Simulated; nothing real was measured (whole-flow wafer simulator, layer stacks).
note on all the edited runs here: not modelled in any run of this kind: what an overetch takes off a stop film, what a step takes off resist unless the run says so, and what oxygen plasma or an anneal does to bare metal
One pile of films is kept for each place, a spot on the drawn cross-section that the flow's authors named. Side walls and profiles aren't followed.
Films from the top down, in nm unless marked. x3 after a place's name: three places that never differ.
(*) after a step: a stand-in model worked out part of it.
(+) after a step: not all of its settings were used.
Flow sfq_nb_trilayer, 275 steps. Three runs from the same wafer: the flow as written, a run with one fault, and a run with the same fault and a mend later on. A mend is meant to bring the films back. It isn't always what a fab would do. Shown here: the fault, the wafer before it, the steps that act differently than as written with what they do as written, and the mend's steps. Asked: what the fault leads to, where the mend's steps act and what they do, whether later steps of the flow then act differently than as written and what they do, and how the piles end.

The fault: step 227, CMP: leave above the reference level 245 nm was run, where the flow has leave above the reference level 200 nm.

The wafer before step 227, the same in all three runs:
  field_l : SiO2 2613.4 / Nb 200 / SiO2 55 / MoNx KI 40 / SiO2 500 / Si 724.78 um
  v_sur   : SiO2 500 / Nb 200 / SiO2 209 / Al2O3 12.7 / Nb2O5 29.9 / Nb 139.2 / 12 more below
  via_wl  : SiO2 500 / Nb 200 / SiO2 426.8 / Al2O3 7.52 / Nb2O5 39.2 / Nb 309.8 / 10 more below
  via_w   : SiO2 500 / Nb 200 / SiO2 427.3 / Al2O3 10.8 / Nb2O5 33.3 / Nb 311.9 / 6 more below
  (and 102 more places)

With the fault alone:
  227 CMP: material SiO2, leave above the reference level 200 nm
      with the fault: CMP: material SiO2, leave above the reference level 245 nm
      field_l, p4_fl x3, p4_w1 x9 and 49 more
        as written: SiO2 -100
        with the fault: SiO2 -55
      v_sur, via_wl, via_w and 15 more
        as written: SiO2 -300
        with the fault: SiO2 -255
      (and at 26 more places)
  Later steps of the flow that act differently than as written (3 more steps differ only slightly, by at most 2% or 0.5 nm, whichever is larger, and aren't shown):
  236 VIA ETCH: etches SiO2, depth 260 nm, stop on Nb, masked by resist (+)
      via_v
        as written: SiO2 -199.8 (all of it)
        with the fault: SiO2 -244.8 (all of it)
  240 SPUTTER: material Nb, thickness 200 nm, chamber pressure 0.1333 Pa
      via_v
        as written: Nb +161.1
        with the fault: Nb +150.6
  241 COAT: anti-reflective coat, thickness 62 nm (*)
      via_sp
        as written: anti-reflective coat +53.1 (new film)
        with the fault: anti-reflective coat +52 (new film)
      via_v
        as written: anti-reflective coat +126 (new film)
        with the fault: anti-reflective coat +135.9 (new film)
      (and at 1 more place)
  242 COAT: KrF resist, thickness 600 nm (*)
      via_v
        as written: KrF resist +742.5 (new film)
        with the fault: KrF resist +780.5 (new film)
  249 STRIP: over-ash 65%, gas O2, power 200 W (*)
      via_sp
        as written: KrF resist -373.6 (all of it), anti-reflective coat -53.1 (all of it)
        with the fault: KrF resist -370.6 (all of it), anti-reflective coat -52 (all of it)
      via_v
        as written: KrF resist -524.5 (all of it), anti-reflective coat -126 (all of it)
        with the fault: KrF resist -562.4 (all of it), anti-reflective coat -135.9 (all of it)
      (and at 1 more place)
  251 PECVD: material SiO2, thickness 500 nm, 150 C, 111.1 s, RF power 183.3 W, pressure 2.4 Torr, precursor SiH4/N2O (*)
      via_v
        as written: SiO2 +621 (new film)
        with the fault: SiO2 +676.5 (new film)
  At the end the piles differ from the flow's by more than 2% or 0.5 nm, whichever is larger, at v_sur, via_wl, via_w and 80 more.
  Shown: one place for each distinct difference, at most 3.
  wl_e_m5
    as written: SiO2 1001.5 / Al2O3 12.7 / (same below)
    with the fault: SiO2 1046.5 / Al2O3 12.7 / (same below)
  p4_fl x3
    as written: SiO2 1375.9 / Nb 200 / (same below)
    with the fault: SiO2 1420.9 / Nb 200 / (same below)
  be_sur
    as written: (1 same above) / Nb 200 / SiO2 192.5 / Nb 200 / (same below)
    with the fault: (1 same above) / Nb 200 / SiO2 237.5 / Nb 200 / (same below)

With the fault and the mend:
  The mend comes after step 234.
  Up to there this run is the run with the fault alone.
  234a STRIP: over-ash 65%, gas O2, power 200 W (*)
      field_l, v_sur, via_wl and 102 more
        KrF resist -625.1 (all of it), anti-reflective coat -62 (all of it)
      via_v
        anti-reflective coat -62 (all of it)
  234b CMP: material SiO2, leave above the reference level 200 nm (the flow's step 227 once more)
      field_l, v_sur, via_wl and 103 more
        SiO2 -45
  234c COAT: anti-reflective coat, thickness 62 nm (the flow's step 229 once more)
      field_l, v_sur, via_wl and 103 more
        anti-reflective coat +62 (new film)
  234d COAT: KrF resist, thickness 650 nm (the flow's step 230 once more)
      field_l, v_sur, via_wl and 103 more
        KrF resist +650 (new film)
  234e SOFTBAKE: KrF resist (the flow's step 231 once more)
      changes no film at any place that is followed
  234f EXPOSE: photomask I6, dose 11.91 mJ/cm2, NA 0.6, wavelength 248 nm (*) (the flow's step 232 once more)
      changes no film at any place that is followed
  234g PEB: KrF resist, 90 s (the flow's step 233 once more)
      field_l, v_sur, via_wl and 103 more
        KrF resist -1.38
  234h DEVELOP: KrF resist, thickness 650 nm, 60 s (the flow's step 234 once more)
      field_l, v_sur, via_wl and 102 more
        KrF resist -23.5
      via_v
        KrF resist -648.6 (all of it)
  No later step of the flow acts differently than as written at any place that is followed.
  At the end the piles are the same as the flow's at every place that both follow.
